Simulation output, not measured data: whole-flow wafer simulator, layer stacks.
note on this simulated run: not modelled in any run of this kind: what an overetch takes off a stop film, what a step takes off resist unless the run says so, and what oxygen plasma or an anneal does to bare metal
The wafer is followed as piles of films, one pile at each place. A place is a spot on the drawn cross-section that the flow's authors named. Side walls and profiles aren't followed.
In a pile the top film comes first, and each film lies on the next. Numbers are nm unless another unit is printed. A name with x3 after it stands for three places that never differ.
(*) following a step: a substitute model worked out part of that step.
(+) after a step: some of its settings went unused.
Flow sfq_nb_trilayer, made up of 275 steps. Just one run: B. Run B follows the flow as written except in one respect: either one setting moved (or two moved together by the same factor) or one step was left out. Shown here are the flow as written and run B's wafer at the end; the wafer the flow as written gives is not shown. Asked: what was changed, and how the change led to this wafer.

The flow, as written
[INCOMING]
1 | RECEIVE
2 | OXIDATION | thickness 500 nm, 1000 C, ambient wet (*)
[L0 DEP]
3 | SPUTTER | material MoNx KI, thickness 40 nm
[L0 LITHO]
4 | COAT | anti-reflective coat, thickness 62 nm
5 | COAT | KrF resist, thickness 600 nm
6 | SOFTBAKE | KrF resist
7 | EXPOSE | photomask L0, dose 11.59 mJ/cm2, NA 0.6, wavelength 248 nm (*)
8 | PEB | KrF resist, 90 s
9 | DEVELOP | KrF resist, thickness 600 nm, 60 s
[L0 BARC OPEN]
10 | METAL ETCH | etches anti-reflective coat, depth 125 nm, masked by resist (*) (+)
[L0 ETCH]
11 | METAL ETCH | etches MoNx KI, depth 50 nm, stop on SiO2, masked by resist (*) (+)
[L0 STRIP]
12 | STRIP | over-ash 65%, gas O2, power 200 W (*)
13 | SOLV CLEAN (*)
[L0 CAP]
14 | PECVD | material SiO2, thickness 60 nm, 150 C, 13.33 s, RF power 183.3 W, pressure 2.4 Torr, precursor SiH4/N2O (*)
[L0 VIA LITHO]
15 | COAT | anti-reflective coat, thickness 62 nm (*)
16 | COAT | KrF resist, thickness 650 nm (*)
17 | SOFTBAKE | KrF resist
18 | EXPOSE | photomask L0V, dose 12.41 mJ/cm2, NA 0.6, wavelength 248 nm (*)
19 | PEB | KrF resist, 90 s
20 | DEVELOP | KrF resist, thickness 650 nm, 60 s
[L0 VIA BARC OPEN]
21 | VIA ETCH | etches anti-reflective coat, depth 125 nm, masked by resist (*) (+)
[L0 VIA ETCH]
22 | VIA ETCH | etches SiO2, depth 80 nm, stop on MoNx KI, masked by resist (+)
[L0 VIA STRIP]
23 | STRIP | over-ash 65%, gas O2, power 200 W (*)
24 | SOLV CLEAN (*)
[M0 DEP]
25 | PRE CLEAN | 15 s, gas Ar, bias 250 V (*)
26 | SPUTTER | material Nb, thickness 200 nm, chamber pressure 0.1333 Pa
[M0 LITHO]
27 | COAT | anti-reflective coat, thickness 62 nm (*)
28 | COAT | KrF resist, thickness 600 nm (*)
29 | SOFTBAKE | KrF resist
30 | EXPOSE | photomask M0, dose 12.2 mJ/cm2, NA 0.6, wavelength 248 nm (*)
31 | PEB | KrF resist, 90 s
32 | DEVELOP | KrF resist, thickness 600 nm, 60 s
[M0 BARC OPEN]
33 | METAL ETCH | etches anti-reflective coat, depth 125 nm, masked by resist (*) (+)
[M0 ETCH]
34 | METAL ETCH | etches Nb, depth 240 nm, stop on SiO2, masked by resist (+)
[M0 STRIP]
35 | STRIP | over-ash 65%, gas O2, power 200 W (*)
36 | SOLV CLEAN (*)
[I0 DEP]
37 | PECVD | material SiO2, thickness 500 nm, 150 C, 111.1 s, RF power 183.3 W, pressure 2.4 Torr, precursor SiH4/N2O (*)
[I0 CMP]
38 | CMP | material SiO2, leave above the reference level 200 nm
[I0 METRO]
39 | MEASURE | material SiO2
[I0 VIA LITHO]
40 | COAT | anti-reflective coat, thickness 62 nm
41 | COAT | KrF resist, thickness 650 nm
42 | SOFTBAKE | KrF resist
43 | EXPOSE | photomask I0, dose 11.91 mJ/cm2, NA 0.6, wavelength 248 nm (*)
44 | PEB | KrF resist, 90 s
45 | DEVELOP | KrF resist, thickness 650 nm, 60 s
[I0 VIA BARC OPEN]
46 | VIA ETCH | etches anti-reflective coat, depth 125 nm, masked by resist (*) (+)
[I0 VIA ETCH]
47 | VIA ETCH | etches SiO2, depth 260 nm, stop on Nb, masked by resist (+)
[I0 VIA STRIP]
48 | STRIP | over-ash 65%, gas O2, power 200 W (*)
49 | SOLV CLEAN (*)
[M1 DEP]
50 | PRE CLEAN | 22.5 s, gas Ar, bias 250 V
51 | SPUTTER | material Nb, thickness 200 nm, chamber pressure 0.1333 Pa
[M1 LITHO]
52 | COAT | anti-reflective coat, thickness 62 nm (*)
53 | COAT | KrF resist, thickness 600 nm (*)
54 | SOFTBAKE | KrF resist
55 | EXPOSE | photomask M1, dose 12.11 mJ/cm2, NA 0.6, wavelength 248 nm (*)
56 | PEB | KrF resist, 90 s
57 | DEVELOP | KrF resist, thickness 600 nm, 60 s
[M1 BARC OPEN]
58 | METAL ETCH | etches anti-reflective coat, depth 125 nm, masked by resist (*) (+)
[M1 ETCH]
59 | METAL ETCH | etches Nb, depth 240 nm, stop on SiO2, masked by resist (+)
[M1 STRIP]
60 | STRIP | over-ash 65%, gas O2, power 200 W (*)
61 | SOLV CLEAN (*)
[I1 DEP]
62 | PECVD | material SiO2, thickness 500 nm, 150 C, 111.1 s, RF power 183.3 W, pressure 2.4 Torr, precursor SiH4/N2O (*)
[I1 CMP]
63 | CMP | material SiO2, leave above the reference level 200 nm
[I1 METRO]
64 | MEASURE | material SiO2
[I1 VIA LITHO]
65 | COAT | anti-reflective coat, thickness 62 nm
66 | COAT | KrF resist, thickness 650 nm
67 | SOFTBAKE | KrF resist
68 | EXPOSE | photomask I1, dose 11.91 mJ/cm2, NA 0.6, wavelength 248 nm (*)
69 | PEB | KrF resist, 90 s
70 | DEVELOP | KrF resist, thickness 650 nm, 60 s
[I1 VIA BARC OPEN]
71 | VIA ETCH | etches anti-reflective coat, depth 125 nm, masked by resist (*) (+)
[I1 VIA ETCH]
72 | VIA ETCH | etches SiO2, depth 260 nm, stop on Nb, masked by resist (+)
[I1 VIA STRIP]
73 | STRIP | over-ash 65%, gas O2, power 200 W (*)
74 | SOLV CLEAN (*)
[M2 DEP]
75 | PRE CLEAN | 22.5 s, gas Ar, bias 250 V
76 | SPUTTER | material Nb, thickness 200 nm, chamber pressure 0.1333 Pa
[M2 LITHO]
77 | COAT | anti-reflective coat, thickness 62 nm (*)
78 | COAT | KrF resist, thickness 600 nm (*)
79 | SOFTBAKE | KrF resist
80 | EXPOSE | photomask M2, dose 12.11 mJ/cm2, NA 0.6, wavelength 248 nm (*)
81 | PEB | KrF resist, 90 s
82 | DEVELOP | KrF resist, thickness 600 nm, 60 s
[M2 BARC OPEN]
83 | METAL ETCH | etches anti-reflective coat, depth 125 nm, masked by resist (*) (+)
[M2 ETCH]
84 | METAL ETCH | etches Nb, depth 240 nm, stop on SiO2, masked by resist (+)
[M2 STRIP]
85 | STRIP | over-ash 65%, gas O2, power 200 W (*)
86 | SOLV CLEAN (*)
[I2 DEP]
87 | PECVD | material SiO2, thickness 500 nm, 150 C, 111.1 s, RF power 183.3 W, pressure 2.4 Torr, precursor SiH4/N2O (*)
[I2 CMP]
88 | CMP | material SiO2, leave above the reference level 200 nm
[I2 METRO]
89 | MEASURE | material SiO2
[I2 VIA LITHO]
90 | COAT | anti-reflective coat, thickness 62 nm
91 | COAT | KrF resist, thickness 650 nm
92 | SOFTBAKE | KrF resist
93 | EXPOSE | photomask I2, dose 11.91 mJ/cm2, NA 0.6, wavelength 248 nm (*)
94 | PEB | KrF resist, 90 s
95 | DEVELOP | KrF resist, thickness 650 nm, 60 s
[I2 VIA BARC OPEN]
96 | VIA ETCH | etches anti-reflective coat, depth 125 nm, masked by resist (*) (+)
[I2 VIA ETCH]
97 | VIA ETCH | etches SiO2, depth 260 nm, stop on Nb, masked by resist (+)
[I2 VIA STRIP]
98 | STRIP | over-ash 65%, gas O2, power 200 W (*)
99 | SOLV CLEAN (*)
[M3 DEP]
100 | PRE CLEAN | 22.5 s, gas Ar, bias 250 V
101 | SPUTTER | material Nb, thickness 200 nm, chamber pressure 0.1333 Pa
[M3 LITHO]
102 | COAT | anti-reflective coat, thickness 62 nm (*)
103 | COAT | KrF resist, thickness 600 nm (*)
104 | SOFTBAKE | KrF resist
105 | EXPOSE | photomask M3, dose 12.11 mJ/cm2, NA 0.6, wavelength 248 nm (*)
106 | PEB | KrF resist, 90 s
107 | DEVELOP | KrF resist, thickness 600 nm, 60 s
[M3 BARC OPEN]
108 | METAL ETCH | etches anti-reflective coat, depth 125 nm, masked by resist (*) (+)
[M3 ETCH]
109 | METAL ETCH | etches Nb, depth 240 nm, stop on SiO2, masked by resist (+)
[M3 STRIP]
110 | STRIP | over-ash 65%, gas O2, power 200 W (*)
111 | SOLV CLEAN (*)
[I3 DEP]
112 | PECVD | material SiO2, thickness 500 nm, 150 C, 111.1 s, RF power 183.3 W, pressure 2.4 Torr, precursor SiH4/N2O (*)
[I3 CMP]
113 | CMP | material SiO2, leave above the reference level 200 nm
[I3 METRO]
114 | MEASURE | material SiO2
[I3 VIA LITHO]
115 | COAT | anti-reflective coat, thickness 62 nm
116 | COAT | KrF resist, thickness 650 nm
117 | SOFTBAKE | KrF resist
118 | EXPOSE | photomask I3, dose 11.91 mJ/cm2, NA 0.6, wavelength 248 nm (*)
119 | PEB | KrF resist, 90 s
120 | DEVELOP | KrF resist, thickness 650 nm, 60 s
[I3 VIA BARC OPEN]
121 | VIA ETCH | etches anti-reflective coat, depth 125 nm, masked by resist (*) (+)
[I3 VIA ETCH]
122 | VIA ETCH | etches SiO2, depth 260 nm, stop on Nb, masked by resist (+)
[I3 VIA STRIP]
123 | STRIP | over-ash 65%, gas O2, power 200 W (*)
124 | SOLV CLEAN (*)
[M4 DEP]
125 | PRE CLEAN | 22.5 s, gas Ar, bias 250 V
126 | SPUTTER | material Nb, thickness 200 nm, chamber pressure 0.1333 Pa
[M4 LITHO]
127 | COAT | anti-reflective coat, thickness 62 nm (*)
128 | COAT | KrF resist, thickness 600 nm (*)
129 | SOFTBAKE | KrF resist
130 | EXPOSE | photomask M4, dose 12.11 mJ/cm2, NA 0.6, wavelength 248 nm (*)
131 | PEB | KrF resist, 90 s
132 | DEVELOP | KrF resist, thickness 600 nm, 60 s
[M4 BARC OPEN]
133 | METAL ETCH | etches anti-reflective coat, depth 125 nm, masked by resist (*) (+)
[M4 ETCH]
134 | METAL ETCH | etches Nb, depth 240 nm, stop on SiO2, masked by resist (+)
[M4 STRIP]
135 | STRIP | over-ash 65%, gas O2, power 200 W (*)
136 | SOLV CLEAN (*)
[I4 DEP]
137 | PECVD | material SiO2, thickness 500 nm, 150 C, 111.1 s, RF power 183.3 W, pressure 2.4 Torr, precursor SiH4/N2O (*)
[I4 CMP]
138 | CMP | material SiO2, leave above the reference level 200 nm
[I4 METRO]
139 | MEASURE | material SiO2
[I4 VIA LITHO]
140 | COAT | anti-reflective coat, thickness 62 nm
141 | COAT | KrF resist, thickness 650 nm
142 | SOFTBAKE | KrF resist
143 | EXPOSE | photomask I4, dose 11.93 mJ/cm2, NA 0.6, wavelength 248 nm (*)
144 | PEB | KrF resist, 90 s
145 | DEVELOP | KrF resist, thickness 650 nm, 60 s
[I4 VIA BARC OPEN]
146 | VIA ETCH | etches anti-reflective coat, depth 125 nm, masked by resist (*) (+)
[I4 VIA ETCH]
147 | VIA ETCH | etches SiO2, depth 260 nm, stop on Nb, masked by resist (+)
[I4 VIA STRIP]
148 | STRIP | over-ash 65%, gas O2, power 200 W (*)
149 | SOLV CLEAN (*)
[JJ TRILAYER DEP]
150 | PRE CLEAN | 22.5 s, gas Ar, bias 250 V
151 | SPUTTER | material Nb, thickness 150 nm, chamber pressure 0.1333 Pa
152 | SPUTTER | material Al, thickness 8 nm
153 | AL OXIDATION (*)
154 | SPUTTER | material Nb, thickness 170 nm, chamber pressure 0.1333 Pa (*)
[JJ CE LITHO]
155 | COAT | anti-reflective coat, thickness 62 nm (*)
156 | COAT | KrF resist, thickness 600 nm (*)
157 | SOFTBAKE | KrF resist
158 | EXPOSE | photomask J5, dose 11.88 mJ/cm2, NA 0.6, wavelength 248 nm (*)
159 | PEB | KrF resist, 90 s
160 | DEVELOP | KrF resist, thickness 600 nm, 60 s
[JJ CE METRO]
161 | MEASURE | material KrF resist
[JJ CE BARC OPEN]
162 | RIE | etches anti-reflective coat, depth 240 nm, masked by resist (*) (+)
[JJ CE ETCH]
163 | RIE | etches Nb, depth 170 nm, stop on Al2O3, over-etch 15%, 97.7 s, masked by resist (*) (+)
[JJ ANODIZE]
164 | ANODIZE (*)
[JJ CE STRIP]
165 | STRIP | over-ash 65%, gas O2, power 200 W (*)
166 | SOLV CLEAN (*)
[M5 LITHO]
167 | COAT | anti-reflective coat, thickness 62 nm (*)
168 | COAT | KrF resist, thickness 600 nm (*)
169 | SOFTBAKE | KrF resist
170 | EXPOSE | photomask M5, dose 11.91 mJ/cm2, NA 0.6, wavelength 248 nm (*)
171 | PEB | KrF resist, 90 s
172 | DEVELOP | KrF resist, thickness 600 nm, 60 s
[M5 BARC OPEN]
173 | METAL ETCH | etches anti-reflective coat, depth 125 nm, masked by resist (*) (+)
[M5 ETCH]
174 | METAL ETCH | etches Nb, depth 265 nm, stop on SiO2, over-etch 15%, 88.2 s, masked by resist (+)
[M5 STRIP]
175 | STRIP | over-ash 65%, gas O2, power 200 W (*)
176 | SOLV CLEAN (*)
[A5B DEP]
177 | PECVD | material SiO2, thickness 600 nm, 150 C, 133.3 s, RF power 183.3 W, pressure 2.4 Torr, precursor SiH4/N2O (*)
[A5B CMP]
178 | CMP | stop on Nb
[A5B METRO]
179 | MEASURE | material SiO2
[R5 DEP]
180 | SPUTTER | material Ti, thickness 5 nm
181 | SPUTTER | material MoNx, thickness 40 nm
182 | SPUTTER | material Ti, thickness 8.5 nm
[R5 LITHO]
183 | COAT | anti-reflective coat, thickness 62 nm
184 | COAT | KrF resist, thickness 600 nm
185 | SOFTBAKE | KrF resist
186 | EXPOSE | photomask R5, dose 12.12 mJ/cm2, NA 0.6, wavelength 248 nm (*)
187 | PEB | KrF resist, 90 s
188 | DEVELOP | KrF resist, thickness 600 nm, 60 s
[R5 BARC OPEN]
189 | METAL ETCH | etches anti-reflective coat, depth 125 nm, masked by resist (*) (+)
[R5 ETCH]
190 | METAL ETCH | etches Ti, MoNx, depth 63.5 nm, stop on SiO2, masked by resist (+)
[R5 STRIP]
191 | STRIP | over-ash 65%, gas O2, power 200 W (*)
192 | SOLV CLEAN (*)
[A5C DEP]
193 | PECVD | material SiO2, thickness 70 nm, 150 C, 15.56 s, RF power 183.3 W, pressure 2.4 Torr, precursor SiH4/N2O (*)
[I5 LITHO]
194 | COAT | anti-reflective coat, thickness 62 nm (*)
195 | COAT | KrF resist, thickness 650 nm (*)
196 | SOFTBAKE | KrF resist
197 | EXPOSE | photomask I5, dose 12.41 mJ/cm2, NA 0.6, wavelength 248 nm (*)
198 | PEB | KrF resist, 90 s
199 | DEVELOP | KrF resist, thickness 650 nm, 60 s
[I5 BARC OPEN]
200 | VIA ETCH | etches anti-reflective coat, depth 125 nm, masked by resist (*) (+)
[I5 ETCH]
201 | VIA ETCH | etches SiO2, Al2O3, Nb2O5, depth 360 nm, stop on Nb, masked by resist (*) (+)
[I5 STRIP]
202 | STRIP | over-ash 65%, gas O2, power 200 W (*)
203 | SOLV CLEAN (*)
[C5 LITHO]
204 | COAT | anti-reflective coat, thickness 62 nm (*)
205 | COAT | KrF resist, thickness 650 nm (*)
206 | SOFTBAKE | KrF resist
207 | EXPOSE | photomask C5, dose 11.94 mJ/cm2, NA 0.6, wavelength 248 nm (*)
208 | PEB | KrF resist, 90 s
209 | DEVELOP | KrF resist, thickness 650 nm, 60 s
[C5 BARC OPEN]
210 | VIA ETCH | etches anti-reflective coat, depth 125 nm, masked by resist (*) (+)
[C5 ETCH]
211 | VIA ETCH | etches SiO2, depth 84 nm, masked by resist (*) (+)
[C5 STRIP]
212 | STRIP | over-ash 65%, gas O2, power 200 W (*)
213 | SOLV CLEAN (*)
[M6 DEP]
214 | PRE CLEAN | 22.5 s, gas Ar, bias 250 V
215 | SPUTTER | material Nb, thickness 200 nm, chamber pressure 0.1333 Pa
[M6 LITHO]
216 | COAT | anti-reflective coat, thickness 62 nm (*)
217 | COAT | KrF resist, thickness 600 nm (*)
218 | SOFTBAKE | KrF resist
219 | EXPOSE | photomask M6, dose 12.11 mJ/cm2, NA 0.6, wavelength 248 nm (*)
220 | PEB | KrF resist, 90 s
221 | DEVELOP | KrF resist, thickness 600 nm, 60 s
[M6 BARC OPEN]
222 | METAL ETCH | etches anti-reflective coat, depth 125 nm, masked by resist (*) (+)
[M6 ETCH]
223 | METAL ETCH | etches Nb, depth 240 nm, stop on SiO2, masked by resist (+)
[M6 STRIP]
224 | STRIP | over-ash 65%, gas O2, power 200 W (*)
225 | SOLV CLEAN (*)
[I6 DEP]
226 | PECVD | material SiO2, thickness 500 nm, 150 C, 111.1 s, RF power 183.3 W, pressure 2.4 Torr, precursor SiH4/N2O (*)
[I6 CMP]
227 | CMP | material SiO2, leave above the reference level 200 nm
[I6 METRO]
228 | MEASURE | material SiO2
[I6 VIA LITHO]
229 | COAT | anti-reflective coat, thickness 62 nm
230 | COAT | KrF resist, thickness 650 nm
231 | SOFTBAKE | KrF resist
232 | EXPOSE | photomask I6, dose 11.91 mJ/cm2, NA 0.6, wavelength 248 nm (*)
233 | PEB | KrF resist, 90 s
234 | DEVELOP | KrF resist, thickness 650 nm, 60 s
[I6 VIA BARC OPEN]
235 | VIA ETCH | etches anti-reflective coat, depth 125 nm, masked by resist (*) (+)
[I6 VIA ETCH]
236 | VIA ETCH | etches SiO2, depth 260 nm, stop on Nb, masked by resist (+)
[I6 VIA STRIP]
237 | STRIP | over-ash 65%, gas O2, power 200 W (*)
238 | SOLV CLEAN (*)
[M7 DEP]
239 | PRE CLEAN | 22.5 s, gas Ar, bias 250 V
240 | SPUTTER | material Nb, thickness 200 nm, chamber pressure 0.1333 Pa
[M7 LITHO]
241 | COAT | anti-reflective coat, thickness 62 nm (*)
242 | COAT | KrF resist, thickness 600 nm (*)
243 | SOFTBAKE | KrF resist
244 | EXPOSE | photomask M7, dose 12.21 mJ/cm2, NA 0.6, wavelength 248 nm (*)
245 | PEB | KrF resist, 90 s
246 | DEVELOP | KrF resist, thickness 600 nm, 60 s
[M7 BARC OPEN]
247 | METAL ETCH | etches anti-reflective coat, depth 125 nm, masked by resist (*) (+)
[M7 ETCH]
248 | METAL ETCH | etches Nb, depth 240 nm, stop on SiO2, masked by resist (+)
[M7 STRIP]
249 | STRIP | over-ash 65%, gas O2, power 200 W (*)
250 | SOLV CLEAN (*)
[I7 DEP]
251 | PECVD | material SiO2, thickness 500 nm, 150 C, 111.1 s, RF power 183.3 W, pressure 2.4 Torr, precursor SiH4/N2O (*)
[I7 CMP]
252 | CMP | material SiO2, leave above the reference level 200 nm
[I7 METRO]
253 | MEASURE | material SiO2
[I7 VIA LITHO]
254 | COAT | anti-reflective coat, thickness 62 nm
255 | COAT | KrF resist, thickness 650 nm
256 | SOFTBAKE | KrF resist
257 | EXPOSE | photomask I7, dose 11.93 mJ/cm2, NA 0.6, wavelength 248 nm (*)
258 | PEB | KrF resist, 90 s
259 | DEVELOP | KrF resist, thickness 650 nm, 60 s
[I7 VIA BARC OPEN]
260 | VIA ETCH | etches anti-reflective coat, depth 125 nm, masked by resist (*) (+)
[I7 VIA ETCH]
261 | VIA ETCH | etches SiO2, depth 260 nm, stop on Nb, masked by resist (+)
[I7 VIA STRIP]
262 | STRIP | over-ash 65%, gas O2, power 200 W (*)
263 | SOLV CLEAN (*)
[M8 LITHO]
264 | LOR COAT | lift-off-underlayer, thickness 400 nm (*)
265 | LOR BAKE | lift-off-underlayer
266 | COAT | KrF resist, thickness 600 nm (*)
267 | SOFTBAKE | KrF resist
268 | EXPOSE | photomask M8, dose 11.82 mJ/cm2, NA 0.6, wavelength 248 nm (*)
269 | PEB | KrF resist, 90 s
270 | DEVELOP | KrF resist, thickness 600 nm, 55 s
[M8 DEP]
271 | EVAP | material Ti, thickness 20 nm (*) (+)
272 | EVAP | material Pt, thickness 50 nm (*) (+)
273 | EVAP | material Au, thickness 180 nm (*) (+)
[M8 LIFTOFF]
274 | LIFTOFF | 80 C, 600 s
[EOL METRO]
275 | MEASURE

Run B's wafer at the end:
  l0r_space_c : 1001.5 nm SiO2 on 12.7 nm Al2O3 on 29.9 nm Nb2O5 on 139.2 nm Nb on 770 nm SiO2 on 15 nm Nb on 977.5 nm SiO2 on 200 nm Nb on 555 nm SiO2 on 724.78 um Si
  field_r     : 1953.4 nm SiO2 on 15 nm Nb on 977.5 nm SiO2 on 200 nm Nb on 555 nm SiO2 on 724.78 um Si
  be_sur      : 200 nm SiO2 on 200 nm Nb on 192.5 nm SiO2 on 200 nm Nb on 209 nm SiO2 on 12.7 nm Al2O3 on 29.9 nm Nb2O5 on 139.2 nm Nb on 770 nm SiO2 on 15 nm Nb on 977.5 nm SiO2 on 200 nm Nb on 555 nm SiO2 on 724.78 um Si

The reason: step 109, METAL ETCH: depth 185 nm was run, whereas the flow has depth 240 nm.

How this came from the change, step by step:
  109 | METAL ETCH | etches Nb, depth 240 nm, stop on SiO2, masked by resist (+)
      field_l, be, be_sur and 72 more: -185 Nb (in the flow as written it would be: -200 Nb (all of it))
      v_sur, via_wl, via_w and 28 more: -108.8 KrF resist (in the flow as written it would be: -141.2 KrF resist)
  110 | STRIP | over-ash 65%, gas O2, power 200 W (*)
      p4_w1, p4_w2, p4_w3 and 21 more: -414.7 KrF resist (all of it), -62 anti-reflective coat (all of it) (in the flow as written it would be: -382.4 KrF resist (all of it), -62 anti-reflective coat (all of it))
      via_wl, via_wr: -416.6 KrF resist (all of it), -34.2 anti-reflective coat (all of it) (in the flow as written it would be: -384.2 KrF resist (all of it), -34.2 anti-reflective coat (all of it))
      (also at 5 further places)
  112 | PECVD | material SiO2, thickness 500 nm, 150 C, 111.1 s, RF power 183.3 W, pressure 2.4 Torr, precursor SiH4/N2O (*)
      field_l, be, be_sur and 64 more: +500 SiO2 (new film) (in the flow as written it would be: +500 SiO2)
      p4_g1, p4_g2, p3_s0, p3_s1, p3_s2, p3_s3, p3_s4, p3_s5: +542.1 SiO2 (new film) (in the flow as written it would be: +557.1 SiO2)
  113 | CMP | material SiO2, leave above the reference level 200 nm
      field_l, be, be_sur and 64 more: -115 SiO2 (in the flow as written it would be: -100 SiO2)
Taking metal films that touch as one body, l0r_space_c has 3 bodies (between them, from the top down: SiO2 770; SiO2 977.5); the flow as written gives 2 bodies (between them, from the top down: SiO2 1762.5).
Taking metal films that touch as one body, field_r has 2 bodies (between them, from the top down: SiO2 977.5); the flow as written gives 1 body.
Taking metal films that touch as one body, be_sur has 5 bodies (between them, from the top down: SiO2 192.5; SiO2 209 / Al2O3 12.7 / Nb2O5 29.9; SiO2 770; SiO2 977.5); the flow as written gives 4 bodies (between them, from the top down: SiO2 192.5; SiO2 209 / Al2O3 12.7 / Nb2O5 29.9; SiO2 1762.5).
